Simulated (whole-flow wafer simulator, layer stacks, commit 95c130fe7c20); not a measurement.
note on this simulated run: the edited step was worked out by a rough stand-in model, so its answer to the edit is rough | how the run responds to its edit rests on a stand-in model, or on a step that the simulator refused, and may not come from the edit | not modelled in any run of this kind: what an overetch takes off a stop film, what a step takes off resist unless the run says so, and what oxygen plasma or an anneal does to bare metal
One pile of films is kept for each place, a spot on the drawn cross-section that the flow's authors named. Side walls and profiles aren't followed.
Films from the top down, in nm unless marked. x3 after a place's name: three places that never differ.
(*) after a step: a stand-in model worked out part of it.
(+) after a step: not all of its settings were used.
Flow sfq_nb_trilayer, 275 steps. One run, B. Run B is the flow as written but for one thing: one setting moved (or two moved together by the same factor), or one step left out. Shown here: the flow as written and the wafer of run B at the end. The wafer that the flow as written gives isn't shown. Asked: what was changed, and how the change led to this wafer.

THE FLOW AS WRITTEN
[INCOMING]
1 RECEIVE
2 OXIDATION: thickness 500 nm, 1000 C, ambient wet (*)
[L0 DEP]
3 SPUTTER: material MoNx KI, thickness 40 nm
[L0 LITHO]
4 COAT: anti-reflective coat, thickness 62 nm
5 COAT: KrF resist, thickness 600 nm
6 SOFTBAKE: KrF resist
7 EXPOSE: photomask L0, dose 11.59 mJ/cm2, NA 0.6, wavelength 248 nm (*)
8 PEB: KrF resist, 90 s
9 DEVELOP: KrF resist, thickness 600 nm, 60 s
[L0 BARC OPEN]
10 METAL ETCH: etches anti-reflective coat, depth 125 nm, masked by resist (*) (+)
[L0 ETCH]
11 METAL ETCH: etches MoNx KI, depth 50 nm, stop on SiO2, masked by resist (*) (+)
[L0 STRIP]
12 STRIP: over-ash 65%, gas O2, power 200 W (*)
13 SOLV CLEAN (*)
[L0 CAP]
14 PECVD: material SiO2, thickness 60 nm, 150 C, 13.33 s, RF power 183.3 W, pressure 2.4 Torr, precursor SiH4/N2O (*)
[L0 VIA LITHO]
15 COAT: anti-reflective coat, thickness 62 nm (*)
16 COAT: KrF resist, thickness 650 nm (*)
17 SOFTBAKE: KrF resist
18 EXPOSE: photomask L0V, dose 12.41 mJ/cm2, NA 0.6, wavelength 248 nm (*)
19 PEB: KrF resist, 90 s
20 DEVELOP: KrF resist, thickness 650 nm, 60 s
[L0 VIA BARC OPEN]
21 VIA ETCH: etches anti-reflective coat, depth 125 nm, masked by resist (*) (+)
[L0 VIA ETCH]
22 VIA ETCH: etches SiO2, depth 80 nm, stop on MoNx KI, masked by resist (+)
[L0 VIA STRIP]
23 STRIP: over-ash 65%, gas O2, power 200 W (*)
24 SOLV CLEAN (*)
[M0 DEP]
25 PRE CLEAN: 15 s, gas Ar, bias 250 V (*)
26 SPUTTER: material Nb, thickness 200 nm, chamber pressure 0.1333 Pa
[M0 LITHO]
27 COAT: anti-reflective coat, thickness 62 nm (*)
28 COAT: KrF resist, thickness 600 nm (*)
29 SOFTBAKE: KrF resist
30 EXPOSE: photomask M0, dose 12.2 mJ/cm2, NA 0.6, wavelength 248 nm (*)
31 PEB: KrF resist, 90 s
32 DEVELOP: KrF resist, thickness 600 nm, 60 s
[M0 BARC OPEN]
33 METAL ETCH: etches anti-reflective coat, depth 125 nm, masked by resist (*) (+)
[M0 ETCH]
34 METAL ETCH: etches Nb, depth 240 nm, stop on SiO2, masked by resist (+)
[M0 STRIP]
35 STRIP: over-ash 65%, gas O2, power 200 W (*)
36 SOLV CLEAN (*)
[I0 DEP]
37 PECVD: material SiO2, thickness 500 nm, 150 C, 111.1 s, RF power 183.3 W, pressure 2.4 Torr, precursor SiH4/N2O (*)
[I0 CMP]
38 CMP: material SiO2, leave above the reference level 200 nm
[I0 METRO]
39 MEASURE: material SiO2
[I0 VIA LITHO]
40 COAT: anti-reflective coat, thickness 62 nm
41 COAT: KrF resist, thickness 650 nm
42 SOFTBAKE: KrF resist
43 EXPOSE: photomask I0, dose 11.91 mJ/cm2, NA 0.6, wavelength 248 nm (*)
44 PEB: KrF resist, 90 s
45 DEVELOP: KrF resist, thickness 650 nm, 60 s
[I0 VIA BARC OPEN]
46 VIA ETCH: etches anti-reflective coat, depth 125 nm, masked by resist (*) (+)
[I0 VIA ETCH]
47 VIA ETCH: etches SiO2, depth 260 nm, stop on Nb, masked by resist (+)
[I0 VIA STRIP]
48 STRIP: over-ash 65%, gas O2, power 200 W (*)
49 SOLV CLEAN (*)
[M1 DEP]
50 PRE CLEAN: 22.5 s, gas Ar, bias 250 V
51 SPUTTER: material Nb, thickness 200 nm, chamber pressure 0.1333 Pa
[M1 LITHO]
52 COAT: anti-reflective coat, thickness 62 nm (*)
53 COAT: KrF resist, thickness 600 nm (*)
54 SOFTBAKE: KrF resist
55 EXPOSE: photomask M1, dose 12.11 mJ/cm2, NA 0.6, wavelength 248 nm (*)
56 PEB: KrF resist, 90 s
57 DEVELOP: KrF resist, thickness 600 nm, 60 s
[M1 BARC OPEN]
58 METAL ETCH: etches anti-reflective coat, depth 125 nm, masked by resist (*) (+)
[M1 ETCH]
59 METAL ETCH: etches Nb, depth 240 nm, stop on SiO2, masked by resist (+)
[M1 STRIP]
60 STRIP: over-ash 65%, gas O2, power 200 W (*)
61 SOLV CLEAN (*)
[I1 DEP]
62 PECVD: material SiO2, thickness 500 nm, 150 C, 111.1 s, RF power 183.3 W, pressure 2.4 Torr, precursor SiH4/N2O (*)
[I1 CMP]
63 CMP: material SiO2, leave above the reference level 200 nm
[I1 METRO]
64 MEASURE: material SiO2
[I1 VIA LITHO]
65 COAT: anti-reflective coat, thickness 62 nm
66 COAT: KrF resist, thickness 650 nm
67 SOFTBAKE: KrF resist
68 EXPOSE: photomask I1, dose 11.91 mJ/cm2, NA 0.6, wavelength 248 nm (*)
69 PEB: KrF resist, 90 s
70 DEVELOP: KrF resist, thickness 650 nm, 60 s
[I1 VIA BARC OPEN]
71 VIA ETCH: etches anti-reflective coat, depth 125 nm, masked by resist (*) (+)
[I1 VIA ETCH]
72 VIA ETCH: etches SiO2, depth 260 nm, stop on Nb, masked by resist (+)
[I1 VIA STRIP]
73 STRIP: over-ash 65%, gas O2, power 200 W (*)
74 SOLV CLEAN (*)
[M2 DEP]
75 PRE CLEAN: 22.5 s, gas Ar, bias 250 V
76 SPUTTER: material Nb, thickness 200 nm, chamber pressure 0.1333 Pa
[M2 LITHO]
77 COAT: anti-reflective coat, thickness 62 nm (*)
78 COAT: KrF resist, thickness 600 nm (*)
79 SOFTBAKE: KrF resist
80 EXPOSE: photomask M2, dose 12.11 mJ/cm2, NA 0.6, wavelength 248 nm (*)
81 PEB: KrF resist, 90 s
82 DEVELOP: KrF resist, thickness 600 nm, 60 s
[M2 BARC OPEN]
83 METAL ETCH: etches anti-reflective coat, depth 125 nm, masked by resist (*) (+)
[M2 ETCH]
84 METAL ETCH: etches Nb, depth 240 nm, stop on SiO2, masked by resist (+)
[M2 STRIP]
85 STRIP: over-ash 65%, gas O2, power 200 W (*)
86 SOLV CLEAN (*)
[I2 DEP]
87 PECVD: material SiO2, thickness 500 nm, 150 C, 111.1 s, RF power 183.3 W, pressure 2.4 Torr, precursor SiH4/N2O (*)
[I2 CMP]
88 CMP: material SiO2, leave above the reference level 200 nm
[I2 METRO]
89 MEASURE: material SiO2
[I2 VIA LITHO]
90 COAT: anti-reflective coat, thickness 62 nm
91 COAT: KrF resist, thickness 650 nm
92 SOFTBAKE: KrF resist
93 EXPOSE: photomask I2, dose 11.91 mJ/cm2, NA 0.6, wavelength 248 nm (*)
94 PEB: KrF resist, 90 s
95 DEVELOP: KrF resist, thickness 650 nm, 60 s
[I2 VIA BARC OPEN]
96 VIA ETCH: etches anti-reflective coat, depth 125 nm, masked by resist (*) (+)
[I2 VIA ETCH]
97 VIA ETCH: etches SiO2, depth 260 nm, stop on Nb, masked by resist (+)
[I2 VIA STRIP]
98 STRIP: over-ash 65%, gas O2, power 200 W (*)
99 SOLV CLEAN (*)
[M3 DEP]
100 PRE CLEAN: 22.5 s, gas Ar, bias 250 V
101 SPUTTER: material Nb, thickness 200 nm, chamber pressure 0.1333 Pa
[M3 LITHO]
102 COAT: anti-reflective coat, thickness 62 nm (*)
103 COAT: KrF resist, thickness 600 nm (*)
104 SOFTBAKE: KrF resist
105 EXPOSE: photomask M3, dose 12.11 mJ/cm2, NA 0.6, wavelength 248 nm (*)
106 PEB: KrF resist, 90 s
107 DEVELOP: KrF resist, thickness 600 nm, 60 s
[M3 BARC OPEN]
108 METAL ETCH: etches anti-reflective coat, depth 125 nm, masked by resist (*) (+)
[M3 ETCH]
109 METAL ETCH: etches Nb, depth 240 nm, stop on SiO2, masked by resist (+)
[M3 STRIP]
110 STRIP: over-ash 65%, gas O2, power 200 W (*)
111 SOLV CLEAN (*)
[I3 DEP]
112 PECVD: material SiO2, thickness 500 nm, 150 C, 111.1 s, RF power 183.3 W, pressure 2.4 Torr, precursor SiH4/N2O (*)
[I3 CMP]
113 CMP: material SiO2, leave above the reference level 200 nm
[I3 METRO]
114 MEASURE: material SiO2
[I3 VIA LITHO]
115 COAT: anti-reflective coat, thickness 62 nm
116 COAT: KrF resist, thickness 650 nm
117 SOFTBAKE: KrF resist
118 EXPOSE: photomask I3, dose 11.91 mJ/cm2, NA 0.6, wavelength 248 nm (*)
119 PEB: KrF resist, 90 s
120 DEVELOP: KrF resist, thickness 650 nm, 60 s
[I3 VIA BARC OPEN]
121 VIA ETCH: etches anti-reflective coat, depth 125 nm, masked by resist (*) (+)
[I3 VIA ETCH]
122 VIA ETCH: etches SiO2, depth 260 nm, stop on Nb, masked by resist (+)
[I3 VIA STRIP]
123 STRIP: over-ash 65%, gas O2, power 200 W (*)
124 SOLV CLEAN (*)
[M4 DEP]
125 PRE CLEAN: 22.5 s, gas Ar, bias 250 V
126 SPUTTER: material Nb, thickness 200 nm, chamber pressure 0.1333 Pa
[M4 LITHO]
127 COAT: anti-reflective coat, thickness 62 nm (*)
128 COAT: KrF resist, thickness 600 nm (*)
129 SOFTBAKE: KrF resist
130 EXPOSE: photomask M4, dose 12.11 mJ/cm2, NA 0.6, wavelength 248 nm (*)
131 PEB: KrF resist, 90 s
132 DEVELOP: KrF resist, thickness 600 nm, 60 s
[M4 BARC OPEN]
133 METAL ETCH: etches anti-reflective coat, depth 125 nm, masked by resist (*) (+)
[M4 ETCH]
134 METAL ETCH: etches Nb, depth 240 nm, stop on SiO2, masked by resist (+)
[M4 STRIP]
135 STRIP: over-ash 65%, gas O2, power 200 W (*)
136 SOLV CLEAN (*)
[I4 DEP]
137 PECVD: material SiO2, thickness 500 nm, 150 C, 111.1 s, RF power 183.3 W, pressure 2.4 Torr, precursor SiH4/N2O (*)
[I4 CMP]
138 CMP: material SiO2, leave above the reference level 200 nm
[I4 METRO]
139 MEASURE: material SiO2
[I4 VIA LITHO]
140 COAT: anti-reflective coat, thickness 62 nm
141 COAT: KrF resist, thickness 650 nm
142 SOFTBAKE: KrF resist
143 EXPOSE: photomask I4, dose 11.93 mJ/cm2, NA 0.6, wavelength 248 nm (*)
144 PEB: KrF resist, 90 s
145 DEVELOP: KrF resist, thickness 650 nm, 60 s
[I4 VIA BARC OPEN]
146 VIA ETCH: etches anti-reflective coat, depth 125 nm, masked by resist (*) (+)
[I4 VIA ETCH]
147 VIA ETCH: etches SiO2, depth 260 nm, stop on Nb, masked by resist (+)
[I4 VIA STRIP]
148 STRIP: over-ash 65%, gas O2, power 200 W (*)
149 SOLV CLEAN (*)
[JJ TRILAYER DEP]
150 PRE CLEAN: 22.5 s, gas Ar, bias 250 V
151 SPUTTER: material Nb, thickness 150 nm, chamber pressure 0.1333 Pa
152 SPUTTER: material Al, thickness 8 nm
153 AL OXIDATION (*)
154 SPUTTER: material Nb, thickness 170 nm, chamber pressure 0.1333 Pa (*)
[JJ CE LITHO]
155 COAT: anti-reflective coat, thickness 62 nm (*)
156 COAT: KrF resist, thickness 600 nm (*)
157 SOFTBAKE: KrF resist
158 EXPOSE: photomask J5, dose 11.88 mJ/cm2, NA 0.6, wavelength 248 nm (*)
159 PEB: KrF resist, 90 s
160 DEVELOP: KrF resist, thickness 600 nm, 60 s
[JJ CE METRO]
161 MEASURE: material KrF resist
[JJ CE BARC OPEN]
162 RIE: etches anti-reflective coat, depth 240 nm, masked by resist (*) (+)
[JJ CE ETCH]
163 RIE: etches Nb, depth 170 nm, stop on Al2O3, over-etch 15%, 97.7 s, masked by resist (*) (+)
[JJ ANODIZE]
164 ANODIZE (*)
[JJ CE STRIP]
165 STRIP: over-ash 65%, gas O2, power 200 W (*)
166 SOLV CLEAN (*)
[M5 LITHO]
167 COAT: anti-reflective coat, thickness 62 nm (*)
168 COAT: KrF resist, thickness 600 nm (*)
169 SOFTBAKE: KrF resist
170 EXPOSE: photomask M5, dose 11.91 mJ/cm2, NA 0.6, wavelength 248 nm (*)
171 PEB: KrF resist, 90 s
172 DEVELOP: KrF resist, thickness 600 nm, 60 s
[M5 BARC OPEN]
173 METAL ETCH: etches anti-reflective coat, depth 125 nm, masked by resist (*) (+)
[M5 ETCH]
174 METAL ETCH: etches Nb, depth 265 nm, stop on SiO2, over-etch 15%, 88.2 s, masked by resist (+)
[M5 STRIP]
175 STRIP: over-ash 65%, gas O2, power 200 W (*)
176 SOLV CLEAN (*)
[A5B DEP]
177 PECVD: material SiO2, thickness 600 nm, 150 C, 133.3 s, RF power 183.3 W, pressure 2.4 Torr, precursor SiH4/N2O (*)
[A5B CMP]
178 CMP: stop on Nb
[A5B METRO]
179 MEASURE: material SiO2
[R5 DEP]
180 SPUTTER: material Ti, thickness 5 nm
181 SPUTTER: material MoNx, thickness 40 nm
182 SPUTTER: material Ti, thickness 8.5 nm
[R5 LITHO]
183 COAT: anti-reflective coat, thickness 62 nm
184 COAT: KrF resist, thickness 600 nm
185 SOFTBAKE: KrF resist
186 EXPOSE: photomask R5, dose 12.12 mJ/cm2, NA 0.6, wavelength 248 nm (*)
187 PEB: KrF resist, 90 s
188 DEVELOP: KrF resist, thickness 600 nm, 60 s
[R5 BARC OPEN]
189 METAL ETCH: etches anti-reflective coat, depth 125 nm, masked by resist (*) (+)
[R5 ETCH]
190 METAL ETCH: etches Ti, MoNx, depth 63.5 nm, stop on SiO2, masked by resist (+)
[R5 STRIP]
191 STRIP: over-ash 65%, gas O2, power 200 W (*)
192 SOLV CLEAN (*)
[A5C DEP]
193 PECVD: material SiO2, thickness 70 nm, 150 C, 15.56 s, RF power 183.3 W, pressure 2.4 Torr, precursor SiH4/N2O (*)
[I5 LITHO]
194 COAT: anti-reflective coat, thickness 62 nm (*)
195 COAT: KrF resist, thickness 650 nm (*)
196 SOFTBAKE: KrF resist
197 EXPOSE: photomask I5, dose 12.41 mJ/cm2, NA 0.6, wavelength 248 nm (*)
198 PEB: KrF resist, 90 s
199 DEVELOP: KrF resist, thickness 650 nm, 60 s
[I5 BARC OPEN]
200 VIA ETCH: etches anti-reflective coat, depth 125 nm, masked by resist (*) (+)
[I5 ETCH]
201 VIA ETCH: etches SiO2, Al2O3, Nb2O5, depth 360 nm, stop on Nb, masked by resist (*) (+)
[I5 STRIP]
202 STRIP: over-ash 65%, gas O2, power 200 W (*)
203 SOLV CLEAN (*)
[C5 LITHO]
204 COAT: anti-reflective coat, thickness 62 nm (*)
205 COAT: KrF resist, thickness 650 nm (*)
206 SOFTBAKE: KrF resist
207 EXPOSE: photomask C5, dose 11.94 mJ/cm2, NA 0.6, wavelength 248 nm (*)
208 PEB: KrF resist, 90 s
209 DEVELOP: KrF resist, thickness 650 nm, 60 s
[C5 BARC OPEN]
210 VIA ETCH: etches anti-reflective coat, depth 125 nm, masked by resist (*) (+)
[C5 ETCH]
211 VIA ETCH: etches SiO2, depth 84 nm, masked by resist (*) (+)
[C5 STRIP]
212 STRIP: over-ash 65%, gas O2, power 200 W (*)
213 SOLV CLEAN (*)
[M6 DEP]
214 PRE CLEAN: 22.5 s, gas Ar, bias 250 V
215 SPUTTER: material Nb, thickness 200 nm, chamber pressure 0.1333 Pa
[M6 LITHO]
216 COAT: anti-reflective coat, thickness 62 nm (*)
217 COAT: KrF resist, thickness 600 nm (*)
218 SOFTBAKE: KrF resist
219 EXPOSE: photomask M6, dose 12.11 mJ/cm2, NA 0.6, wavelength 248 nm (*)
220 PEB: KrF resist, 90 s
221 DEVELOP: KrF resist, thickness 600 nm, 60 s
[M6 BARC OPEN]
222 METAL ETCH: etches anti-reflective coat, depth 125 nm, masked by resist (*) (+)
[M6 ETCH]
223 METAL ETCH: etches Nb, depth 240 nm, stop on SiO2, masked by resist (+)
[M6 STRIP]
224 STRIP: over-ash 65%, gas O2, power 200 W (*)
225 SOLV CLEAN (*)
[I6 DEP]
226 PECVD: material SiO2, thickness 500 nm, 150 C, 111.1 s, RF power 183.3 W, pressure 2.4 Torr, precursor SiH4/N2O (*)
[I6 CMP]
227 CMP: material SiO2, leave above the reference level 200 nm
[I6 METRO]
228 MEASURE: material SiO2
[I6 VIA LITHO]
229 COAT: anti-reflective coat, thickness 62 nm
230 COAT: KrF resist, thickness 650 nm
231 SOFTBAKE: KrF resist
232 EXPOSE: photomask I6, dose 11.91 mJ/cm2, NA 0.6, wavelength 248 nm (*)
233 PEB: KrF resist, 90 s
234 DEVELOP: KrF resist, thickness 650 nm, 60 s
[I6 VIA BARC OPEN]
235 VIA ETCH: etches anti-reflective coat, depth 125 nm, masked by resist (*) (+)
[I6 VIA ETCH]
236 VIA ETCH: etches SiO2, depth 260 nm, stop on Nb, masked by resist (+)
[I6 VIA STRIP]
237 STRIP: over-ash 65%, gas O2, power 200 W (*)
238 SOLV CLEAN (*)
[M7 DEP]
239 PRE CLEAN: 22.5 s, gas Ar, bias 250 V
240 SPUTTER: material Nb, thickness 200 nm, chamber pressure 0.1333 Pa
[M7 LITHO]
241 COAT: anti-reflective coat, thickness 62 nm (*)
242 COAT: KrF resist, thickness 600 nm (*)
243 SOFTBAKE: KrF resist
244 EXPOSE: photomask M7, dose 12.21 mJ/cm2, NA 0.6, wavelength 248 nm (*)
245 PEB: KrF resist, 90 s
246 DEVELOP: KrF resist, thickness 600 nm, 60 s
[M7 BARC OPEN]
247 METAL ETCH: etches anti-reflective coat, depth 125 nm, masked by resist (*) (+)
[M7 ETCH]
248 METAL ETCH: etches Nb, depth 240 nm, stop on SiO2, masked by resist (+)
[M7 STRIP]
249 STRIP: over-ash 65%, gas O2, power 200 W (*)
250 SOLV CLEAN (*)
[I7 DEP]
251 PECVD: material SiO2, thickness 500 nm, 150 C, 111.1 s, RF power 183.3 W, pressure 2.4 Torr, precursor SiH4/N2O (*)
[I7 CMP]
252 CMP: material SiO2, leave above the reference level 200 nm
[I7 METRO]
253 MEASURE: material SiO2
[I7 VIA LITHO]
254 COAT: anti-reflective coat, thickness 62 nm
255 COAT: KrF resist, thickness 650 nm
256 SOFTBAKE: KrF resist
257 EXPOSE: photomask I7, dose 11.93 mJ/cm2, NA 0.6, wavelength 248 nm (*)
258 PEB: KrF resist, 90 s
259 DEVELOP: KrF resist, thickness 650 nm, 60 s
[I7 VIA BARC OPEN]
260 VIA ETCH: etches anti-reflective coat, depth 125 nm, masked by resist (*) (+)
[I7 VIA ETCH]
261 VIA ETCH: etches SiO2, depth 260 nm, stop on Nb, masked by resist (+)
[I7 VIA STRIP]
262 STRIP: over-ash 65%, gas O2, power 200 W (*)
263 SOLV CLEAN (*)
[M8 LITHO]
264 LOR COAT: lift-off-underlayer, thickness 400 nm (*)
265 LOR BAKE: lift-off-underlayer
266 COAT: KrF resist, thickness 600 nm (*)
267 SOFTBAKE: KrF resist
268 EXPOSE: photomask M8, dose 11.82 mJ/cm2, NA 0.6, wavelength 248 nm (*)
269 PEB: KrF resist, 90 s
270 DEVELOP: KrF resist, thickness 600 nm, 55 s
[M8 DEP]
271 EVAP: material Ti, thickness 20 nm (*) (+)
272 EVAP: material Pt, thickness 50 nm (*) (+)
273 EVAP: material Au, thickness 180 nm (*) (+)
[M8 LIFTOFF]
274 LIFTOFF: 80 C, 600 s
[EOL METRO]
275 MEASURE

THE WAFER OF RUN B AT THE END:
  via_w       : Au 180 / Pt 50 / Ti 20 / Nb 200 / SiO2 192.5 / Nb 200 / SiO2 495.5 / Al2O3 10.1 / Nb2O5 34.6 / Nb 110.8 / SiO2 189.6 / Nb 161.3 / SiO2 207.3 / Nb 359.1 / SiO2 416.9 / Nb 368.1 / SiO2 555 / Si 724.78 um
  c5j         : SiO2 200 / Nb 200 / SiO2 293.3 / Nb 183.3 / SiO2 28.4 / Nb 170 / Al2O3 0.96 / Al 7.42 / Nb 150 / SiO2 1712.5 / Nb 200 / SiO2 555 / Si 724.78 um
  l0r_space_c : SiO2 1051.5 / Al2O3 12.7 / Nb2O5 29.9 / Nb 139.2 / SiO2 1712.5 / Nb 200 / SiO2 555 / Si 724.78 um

The cause: step 112, PECVD: thickness 250 nm was run, where the flow has thickness 500 nm; step 112, PECVD: 55.56 s was run, where the flow has 111.1 s.

How the change led to this, step by step:
  112 PECVD: material SiO2, thickness 500 nm, 150 C, 111.1 s, RF power 183.3 W, pressure 2.4 Torr, precursor SiH4/N2O (*)
      field_l, be, be_sur and 64 more: SiO2 +250 (as written it would be: SiO2 +500)
      v_sur, via_wl, via_wr and 27 more: SiO2 +250 (new film) (as written it would be: SiO2 +500 (new film))
      (and at 9 more places)
  113 CMP: material SiO2, leave above the reference level 200 nm
      field_l, be, be_sur and 64 more: nothing (as written it would be: SiO2 -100)
      p4_g1, p4_g2, p3_s0, p3_s1, p3_s2, p3_s3, p3_s4, p3_s5: nothing (as written it would be: SiO2 -157.1)
      (and at 31 more places)
  115 COAT: anti-reflective coat, thickness 62 nm
      m0r_space_l, m0r_space_r, m6r_space_l, m6r_space_r, m7r_space_l, m7r_space_r: anti-reflective coat +80 (new film) (as written it would be: anti-reflective coat +62 (new film))
      p3_s0, p3_s1, p3_s2, p3_s3: anti-reflective coat +106.1 (new film) (as written it would be: anti-reflective coat +62 (new film))
      (and at 76 more places)
  116 COAT: KrF resist, thickness 650 nm
      m0r_line_l, m0r_line_r, m6r_line_l, m6r_line_r, m7r_line_l, m7r_line_r: KrF resist +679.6 (new film) (as written it would be: KrF resist +650 (new film))
      m0r_space_l, m0r_space_r, m6r_space_l, m6r_space_r, m7r_space_l, m7r_space_r: KrF resist +669.1 (new film) (as written it would be: KrF resist +650 (new film))
      (and at 71 more places)
  120 DEVELOP: KrF resist, thickness 650 nm, 60 s
      via_v: KrF resist -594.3 (all of it) (as written it would be: KrF resist -648.6 (all of it))
  121 VIA ETCH: etches anti-reflective coat, depth 125 nm, masked by resist (*) (+)
      field_l, v_sur, via_wl and 102 more: KrF resist -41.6 (as written it would be: KrF resist -51.7)
      via_v: anti-reflective coat -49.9 (all of it), SiO2 -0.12 (as written it would be: anti-reflective coat -62 (all of it), SiO2 -0.16)
  123 STRIP: over-ash 65%, gas O2, power 200 W (*)
      m0r_line_l, m0r_line_r, m6r_line_l, m6r_line_r, m7r_line_l, m7r_line_r: KrF resist -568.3 (all of it), anti-reflective coat -62.4 (all of it) (as written it would be: KrF resist -528.6 (all of it), anti-reflective coat -62 (all of it))
      m0r_space_l, m0r_space_r, m6r_space_l, m6r_space_r, m7r_space_l, m7r_space_r: KrF resist -557.7 (all of it), anti-reflective coat -80 (all of it) (as written it would be: KrF resist -528.6 (all of it), anti-reflective coat -62 (all of it))
      (and at 93 more places)
  126 SPUTTER: material Nb, thickness 200 nm, chamber pressure 0.1333 Pa
      via_w: Nb +161.3 (new film) (as written it would be: Nb +200 (new film))
  127 COAT: anti-reflective coat, thickness 62 nm (*)
      p3_l1, p3_l2, p3_l3, p3_l4: anti-reflective coat +44.2 (new film) (as written it would be: anti-reflective coat +62 (new film))
      wl_f_sr, wl_g_sl, wl_g_m5, l0r_line_l: anti-reflective coat +70.3 (new film) (as written it would be: anti-reflective coat +62 (new film))
      (and at 78 more places)
  128 COAT: KrF resist, thickness 600 nm (*)
      m0r_line_l, m6r_line_l, m7r_line_l: KrF resist +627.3 (new film) (as written it would be: KrF resist +600 (new film))
      m0r_space_l, m6r_space_l, m7r_space_l: KrF resist +619.3 (new film) (as written it would be: KrF resist +600 (new film))
      (and at 78 more places)
  132 DEVELOP: KrF resist, thickness 600 nm, 60 s
      m0r_line_l, m6r_line_l, m7r_line_l: KrF resist -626 (all of it) (as written it would be: KrF resist -598.7 (all of it))
      m0r_space_l, m6r_space_l, m7r_space_l: KrF resist -618 (all of it) (as written it would be: KrF resist -598.7 (all of it))
      (and at 42 more places)
  133 METAL ETCH: etches anti-reflective coat, depth 125 nm, masked by resist (*) (+)
      m5r_linepad_l, m5r_linepad_r, r5r_spacepad_l, r5r_spacepad_r: anti-reflective coat -125 (as written it would be: anti-reflective coat -62 (all of it))
      v_sur, via_wl, via_w and 36 more: KrF resist -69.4 (as written it would be: KrF resist -51.7)
      (and at 46 more places)
  134 METAL ETCH: etches Nb, depth 240 nm, stop on SiO2, masked by resist (+)
      m5r_linepad_l, m5r_linepad_r: anti-reflective coat -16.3 (all of it), Nb -200 (all of it) (as written it would be: Nb -200 (all of it))
      r5r_spacepad_l, r5r_spacepad_r: anti-reflective coat -17.1 (all of it), Nb -200 (all of it) (as written it would be: Nb -200 (all of it))
  135 STRIP: over-ash 65%, gas O2, power 200 W (*)
      v_sur: KrF resist -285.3 (all of it), anti-reflective coat -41 (all of it) (as written it would be: KrF resist -379.9 (all of it), anti-reflective coat -61.4 (all of it))
      via_wl: KrF resist -294.2 (all of it), anti-reflective coat -34.2 (all of it) (as written it would be: KrF resist -379.4 (all of it), anti-reflective coat -61.3 (all of it))
      (and at 37 more places)
  137 PECVD: material SiO2, thickness 500 nm, 150 C, 111.1 s, RF power 183.3 W, pressure 2.4 Torr, precursor SiH4/N2O (*)
      p3_s0, p3_s1, p3_s2, p3_s3, p3_s4, p3_s5: SiO2 +500 (as written it would be: SiO2 +557.1)
      via_w: SiO2 +614.3 (new film) (as written it would be: SiO2 +500 (new film))
  138 CMP: material SiO2, leave above the reference level 200 nm
      field_l, be, be_sur and 55 more: nothing (as written it would be: SiO2 -100)
      p3_s0, p3_s1, p3_s2, p3_s3, p3_s4, p3_s5: nothing (as written it would be: SiO2 -157.1)
      (and at 12 more places)
  ... 59 more steps ...
  274 LIFTOFF: 80 C, 600 s
      be: Au -180 (all of it), Pt -50 (all of it), Ti -20 (all of it), KrF resist -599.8 (all of it), lift-off-underlayer -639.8 (all of it) (as written it would be: Au -180 (all of it), Pt -50 (all of it), Ti -20 (all of it), KrF resist -572.1 (all of it), lift-off-underlayer -398.5 (all of it))
      be_sur: Au -180 (all of it), Pt -50 (all of it), Ti -20 (all of it), KrF resist -582.4 (all of it), lift-off-underlayer -377.2 (all of it) (as written it would be: Au -180 (all of it), Pt -50 (all of it), Ti -20 (all of it), KrF resist -572.6 (all of it), lift-off-underlayer -398.9 (all of it))
Counting metal films that touch as one body, via_w has 6 bodies (between them, from the top down: SiO2 192.5; SiO2 495.5 / Al2O3 10.1 / Nb2O5 34.6; SiO2 189.6; SiO2 207.3; SiO2 416.9); the flow as written gives 5 bodies (between them, from the top down: SiO2 192.5; SiO2 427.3 / Al2O3 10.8 / Nb2O5 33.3; SiO2 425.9; SiO2 416.9).
Counting metal films that touch as one body, c5j has 5 bodies (between them, from the top down: SiO2 293.3; SiO2 28.4; Al2O3 0.96; SiO2 1712.5); the flow as written gives 4 bodies (between them, from the top down: SiO2 284.2; Al2O3 0.96; SiO2 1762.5).
